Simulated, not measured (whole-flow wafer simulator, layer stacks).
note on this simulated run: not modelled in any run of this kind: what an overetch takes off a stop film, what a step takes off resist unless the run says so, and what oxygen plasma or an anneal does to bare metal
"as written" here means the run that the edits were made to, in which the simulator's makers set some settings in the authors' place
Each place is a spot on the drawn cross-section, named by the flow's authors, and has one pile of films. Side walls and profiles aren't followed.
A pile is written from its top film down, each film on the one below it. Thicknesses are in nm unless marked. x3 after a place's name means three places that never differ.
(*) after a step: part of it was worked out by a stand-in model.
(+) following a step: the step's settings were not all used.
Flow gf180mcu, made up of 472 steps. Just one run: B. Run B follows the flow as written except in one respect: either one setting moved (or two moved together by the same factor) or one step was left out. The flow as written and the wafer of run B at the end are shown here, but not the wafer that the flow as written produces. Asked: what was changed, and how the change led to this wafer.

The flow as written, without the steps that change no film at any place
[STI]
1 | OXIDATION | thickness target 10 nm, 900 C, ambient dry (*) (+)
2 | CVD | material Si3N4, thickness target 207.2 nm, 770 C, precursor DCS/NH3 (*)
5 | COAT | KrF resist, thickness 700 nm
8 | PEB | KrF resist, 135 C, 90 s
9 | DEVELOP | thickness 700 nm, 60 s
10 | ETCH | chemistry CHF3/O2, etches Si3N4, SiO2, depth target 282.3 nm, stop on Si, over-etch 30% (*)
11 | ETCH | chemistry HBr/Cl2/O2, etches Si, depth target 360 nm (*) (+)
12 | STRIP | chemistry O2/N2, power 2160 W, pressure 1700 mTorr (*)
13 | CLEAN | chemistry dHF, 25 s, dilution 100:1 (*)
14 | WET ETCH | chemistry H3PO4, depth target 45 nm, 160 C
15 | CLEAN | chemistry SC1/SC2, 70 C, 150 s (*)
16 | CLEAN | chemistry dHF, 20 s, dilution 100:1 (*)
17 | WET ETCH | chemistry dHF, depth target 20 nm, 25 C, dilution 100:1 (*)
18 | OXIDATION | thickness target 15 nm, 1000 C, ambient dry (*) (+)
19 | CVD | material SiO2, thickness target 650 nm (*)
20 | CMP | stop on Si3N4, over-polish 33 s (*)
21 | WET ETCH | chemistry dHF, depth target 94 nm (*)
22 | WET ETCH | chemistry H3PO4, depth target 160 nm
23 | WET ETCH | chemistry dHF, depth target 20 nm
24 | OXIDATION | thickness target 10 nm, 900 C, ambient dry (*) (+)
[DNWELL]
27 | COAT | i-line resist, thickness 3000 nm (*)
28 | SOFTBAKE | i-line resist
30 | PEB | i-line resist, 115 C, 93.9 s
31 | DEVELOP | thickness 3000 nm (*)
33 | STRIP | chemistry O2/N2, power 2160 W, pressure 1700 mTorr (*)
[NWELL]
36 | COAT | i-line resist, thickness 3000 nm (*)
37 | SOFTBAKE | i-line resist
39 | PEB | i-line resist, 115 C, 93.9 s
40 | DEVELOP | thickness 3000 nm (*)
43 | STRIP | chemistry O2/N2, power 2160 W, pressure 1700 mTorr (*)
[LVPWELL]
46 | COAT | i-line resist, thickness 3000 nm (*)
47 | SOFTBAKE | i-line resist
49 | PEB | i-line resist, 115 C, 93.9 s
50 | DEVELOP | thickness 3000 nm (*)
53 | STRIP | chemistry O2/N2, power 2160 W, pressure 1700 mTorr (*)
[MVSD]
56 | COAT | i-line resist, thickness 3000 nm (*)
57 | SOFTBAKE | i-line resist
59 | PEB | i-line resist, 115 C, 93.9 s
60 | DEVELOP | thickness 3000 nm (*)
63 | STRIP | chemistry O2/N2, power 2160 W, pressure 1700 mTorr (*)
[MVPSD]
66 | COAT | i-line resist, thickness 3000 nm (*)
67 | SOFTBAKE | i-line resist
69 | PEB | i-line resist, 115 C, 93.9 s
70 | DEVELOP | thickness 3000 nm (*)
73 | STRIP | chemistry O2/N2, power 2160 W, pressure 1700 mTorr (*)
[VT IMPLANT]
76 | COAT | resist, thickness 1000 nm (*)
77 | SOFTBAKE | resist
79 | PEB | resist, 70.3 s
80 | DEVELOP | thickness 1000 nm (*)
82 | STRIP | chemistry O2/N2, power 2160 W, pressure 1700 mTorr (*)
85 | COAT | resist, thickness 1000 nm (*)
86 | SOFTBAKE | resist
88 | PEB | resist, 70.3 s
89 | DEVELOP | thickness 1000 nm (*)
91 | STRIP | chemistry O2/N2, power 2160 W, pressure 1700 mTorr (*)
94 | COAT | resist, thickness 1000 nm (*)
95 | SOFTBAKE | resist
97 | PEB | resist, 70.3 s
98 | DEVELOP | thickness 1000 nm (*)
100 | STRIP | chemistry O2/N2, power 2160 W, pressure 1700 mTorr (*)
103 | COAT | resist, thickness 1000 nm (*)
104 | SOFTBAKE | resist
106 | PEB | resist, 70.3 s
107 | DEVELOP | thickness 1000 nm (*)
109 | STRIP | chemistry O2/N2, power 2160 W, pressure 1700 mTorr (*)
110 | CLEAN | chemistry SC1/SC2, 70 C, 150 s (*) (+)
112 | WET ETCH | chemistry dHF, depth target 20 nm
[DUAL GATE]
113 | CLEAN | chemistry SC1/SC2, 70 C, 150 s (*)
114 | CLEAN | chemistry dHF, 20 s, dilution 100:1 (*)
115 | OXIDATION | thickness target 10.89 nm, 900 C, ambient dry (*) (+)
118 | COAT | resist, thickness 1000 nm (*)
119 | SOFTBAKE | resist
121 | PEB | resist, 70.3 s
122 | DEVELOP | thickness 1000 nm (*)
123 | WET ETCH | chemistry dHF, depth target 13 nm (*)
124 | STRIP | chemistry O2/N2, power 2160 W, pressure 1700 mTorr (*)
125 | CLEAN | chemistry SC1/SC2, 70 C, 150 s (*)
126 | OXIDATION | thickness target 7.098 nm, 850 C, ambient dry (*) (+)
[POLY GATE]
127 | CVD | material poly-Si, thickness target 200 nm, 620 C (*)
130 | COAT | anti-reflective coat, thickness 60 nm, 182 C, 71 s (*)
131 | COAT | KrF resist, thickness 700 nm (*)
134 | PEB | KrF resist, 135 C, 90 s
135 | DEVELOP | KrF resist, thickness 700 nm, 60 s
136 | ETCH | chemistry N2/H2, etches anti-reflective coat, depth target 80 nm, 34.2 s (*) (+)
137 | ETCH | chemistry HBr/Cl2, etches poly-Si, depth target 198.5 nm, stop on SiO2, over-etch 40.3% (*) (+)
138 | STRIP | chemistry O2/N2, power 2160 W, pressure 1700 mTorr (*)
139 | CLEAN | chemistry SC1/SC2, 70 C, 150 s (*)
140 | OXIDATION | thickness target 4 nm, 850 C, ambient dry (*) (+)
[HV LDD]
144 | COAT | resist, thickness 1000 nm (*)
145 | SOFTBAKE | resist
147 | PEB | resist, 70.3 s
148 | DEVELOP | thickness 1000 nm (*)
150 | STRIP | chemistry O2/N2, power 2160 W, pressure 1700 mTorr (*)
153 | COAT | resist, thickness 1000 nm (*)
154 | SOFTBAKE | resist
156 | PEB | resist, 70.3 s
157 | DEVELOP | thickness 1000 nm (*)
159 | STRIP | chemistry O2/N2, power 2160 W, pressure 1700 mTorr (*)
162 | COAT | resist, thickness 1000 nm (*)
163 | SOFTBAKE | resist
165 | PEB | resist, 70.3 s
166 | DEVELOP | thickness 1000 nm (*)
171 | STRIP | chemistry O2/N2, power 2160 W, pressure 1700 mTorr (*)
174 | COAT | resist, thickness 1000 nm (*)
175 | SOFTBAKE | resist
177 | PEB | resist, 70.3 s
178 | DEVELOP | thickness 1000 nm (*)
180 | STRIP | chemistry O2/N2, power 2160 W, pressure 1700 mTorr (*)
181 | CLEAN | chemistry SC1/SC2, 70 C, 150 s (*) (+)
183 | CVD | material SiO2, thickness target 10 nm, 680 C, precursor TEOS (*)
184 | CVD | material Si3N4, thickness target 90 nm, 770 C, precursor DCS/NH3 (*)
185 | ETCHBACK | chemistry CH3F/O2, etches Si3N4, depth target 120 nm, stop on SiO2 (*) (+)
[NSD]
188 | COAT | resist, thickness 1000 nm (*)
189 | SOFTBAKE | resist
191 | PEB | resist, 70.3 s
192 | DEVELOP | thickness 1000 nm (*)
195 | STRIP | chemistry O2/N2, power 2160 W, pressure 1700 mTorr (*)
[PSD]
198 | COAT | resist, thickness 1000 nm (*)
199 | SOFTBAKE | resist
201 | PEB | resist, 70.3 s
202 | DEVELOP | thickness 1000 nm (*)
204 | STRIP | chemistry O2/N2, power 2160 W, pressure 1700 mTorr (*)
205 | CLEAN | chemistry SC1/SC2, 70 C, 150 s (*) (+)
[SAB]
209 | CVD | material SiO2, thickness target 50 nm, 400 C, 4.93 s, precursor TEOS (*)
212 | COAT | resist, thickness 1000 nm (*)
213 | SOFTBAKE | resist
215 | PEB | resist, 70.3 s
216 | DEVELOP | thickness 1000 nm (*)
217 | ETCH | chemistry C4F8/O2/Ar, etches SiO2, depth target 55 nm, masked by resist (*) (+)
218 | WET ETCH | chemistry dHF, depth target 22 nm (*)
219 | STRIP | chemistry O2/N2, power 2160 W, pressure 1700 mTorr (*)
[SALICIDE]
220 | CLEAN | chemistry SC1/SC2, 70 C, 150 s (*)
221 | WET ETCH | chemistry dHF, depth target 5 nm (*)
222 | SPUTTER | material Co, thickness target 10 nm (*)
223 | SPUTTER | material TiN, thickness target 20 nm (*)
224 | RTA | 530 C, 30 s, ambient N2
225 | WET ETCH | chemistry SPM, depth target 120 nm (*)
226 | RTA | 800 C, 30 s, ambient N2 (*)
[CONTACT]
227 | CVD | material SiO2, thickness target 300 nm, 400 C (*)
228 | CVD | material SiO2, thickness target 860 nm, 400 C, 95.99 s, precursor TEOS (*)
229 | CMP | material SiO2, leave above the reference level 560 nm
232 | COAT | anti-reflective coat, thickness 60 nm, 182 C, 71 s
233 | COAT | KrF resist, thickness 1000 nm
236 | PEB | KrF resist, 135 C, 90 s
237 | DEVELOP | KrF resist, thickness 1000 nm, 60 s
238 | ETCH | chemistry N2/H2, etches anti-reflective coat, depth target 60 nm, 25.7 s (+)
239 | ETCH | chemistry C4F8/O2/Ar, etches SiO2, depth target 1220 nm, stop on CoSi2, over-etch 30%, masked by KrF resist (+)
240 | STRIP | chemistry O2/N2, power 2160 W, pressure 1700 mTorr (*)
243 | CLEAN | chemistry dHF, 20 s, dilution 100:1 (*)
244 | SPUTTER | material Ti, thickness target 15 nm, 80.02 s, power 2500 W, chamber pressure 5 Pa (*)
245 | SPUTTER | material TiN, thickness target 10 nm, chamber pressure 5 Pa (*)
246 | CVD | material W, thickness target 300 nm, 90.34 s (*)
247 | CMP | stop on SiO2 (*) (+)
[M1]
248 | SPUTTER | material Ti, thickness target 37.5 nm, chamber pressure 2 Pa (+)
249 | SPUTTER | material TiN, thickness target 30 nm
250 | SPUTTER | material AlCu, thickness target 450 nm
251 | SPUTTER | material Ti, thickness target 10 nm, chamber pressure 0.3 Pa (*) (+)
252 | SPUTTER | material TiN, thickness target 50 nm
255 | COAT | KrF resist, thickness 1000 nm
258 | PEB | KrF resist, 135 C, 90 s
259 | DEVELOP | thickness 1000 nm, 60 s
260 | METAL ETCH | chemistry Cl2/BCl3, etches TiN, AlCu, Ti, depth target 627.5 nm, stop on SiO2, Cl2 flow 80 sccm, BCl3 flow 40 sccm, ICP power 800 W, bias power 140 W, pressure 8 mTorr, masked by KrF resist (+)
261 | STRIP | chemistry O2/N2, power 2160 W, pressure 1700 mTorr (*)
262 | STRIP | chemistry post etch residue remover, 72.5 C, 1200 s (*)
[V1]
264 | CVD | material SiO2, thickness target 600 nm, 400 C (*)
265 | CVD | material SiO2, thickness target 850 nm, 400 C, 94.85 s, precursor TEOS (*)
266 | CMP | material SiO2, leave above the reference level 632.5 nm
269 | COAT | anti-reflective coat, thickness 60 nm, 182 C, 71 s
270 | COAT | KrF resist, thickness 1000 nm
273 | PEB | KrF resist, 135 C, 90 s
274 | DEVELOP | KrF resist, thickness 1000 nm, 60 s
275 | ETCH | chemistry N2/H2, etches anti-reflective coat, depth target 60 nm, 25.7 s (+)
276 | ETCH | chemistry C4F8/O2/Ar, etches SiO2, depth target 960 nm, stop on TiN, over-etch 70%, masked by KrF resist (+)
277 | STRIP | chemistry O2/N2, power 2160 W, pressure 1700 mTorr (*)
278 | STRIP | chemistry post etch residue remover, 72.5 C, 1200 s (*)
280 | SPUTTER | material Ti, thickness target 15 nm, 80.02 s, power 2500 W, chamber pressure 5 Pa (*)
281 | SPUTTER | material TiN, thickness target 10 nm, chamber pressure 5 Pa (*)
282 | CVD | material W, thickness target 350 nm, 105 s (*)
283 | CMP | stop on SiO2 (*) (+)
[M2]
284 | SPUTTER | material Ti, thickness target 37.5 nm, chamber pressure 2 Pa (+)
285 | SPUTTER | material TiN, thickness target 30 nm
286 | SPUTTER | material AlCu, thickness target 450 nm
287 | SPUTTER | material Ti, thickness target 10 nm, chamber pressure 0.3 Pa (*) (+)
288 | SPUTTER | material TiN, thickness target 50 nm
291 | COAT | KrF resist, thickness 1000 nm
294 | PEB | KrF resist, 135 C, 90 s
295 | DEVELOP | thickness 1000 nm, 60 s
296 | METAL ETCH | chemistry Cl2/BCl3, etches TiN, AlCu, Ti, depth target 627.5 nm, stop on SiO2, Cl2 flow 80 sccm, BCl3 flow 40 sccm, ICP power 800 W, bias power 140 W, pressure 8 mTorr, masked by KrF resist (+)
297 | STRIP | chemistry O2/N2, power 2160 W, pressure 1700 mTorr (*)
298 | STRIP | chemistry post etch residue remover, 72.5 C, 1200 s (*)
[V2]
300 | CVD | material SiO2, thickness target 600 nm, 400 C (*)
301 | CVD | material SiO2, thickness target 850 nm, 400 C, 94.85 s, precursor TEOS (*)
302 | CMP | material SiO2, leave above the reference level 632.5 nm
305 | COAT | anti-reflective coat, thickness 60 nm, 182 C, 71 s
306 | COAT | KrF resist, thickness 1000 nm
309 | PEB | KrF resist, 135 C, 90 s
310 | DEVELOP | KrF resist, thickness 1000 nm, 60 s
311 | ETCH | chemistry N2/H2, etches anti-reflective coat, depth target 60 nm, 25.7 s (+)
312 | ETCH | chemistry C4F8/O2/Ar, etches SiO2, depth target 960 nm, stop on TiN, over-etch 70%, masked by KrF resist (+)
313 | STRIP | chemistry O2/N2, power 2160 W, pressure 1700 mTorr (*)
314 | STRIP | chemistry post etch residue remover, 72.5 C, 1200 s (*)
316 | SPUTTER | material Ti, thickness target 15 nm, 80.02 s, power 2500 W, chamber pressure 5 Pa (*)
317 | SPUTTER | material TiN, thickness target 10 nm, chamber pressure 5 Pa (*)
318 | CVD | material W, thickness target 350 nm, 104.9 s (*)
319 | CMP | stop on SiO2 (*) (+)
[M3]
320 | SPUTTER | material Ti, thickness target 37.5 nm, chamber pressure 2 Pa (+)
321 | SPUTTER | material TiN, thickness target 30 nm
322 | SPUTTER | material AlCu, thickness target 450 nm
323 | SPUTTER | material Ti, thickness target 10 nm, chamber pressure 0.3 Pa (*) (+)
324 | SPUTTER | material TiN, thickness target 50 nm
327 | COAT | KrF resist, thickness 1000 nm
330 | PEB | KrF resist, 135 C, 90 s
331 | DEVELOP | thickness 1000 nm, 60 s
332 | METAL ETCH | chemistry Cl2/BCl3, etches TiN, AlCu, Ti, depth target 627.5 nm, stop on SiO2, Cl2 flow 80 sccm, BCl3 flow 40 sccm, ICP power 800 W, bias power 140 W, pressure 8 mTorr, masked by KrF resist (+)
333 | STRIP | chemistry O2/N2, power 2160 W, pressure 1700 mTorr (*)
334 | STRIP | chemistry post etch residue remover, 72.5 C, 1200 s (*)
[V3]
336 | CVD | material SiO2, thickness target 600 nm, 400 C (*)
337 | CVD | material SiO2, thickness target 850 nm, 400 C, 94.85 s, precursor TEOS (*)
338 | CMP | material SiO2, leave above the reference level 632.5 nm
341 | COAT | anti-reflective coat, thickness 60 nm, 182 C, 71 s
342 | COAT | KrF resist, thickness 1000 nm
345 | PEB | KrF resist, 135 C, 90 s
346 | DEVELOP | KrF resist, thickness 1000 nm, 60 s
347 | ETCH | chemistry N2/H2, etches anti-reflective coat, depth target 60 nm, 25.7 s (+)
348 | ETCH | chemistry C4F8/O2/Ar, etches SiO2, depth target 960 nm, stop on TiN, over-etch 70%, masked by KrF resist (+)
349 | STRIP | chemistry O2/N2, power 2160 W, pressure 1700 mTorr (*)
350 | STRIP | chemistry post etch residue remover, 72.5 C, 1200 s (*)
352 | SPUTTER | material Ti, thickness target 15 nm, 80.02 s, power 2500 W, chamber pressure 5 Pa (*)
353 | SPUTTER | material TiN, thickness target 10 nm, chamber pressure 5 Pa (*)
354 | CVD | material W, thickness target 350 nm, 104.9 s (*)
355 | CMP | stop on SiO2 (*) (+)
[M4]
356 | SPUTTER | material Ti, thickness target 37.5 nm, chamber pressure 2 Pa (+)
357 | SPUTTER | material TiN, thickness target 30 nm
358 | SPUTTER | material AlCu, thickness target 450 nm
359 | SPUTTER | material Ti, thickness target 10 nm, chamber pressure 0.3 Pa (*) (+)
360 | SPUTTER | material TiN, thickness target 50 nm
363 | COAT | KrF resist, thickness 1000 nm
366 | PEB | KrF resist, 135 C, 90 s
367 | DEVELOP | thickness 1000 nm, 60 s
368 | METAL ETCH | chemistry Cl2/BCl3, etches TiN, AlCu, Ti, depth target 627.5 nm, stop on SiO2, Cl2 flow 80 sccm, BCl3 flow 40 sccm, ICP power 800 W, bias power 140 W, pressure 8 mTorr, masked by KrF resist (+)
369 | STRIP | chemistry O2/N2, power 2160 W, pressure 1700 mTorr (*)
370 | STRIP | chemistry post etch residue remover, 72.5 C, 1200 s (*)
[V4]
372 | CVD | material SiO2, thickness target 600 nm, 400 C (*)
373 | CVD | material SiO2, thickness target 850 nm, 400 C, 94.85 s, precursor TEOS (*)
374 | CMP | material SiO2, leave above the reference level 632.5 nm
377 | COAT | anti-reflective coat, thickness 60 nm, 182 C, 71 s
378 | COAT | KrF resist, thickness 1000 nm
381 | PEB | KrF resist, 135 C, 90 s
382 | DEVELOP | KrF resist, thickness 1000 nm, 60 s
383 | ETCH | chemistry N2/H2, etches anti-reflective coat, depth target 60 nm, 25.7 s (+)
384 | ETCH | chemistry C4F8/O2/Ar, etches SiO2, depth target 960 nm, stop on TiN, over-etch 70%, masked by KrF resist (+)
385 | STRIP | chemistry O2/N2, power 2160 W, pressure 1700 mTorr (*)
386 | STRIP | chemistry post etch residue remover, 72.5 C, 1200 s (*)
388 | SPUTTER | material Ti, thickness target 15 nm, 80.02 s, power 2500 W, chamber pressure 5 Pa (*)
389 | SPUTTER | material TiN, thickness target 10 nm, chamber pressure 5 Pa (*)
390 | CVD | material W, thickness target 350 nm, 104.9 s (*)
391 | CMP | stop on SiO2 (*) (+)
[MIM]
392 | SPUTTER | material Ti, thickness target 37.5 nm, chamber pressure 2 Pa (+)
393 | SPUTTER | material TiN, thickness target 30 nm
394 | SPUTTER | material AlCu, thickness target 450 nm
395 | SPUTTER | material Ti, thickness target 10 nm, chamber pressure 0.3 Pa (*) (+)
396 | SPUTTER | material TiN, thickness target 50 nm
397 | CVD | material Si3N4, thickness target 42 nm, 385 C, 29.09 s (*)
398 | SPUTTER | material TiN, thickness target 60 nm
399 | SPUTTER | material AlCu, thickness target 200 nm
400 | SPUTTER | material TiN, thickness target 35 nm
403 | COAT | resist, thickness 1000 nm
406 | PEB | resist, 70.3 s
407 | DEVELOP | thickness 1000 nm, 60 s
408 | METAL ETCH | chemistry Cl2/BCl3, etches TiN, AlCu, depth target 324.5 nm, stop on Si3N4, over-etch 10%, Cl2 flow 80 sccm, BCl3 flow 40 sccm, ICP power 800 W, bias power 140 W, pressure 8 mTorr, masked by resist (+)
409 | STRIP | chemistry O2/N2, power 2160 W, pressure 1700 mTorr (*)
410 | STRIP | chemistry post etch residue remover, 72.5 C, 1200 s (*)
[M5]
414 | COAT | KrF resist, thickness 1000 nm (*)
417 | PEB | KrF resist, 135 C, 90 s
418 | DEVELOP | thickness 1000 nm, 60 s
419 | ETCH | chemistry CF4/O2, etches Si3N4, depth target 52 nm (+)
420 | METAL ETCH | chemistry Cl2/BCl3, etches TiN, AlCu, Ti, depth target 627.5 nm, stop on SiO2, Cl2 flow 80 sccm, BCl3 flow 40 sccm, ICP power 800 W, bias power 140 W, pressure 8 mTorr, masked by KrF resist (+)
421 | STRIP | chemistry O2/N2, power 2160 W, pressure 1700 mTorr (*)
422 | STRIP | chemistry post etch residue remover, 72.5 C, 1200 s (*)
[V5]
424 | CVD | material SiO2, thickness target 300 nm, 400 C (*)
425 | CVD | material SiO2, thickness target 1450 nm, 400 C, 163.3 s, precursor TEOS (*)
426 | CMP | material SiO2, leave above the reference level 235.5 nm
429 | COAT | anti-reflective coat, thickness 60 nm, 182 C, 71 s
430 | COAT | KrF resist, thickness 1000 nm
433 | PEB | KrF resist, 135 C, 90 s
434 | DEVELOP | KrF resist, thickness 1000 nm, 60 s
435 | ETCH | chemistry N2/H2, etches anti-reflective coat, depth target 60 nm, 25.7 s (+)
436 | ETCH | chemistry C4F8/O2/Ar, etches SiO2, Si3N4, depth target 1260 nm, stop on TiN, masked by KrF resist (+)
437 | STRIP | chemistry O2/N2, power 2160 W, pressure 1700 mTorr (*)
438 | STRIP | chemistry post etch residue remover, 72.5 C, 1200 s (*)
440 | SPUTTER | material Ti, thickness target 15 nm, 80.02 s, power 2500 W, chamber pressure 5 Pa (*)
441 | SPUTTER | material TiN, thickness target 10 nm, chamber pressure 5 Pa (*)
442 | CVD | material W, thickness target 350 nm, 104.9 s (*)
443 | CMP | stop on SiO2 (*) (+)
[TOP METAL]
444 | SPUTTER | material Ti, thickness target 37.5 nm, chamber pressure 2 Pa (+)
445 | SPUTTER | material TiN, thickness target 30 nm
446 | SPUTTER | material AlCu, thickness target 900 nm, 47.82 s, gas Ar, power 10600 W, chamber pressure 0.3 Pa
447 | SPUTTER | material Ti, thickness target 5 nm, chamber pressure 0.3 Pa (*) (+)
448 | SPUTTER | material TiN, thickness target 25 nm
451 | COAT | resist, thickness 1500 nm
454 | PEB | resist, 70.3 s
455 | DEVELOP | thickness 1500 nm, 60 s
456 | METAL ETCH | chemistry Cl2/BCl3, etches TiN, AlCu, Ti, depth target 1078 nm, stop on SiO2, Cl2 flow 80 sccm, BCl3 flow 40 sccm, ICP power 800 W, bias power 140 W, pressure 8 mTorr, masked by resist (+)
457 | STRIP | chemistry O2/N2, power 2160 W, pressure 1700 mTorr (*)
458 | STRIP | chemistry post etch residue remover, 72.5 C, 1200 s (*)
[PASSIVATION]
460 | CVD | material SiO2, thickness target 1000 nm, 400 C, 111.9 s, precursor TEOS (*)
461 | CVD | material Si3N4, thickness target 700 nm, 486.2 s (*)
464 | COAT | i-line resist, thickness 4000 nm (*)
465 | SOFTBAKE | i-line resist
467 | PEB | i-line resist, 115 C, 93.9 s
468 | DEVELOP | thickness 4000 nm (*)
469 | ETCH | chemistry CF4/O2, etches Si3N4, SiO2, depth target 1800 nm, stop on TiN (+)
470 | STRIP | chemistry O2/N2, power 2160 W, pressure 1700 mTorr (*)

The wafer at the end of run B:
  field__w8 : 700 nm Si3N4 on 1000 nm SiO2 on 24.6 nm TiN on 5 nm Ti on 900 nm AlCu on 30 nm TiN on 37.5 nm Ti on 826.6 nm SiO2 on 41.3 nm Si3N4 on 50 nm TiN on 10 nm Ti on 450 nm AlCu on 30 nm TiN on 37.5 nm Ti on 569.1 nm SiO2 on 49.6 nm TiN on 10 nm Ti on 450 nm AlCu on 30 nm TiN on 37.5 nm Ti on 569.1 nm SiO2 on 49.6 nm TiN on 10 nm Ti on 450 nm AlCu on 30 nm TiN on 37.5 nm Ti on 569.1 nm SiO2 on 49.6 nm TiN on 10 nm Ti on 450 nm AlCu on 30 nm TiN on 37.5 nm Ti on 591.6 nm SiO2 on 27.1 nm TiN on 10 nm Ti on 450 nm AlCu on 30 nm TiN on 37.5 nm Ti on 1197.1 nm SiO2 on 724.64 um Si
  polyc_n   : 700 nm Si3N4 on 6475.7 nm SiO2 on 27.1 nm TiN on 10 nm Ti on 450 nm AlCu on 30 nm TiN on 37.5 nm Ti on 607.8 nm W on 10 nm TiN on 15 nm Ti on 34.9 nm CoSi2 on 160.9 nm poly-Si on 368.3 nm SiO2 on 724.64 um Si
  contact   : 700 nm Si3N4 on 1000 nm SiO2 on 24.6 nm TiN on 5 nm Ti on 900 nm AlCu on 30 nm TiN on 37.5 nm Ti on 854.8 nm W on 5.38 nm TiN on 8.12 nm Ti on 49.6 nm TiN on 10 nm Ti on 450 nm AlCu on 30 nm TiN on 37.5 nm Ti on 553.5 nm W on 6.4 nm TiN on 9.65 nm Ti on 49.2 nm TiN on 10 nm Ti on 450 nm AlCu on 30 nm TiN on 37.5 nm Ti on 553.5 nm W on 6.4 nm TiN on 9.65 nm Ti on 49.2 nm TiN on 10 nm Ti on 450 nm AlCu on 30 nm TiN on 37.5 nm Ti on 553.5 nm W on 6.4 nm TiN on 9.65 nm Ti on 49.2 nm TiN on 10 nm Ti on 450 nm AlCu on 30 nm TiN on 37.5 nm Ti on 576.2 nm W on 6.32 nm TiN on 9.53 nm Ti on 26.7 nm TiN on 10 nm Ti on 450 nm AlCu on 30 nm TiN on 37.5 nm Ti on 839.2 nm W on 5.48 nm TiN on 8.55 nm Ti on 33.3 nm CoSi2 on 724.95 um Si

The reason: step 252, SPUTTER: thickness target 27.5 nm was run, while the flow as written has thickness target 50 nm.

The path from the change to this, step by step:
  252 | SPUTTER | material TiN, thickness target 50 nm
      field, field__w1, field__w2 and 108 more: +27.5 TiN (new film) (in the flow as written it would be: +50 TiN (new film))
  260 | METAL ETCH | chemistry Cl2/BCl3, etches TiN, AlCu, Ti, depth target 627.5 nm, stop on SiO2, Cl2 flow 80 sccm, BCl3 flow 40 sccm, ICP power 800 W, bias power 140 W, pressure 8 mTorr, masked by KrF resist (+)
      field, field__w1, field__w2 and 99 more: -27.5 TiN (all of it), -10 Ti (all of it), -450 AlCu (all of it), -30 TiN (all of it), -37.5 Ti (all of it) (in the flow as written it would be: -50 TiN (all of it), -10 Ti (all of it), -450 AlCu (all of it), -30 TiN (all of it), -37.5 Ti (all of it))
  266 | CMP | material SiO2, leave above the reference level 632.5 nm
      field__w8, contact, m1 and 6 more: -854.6 SiO2 (in the flow as written it would be: -877.1 SiO2)
  276 | ETCH | chemistry C4F8/O2/Ar, etches SiO2, depth target 960 nm, stop on TiN, over-etch 70%, masked by KrF resist (+)
      contact: -595 SiO2 (all of it) (in the flow as written it would be: -572.5 SiO2 (all of it))
  282 | CVD | material W, thickness target 350 nm, 105 s (*)
      contact: +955 W (new film) (in the flow as written it would be: +932.3 W (new film))
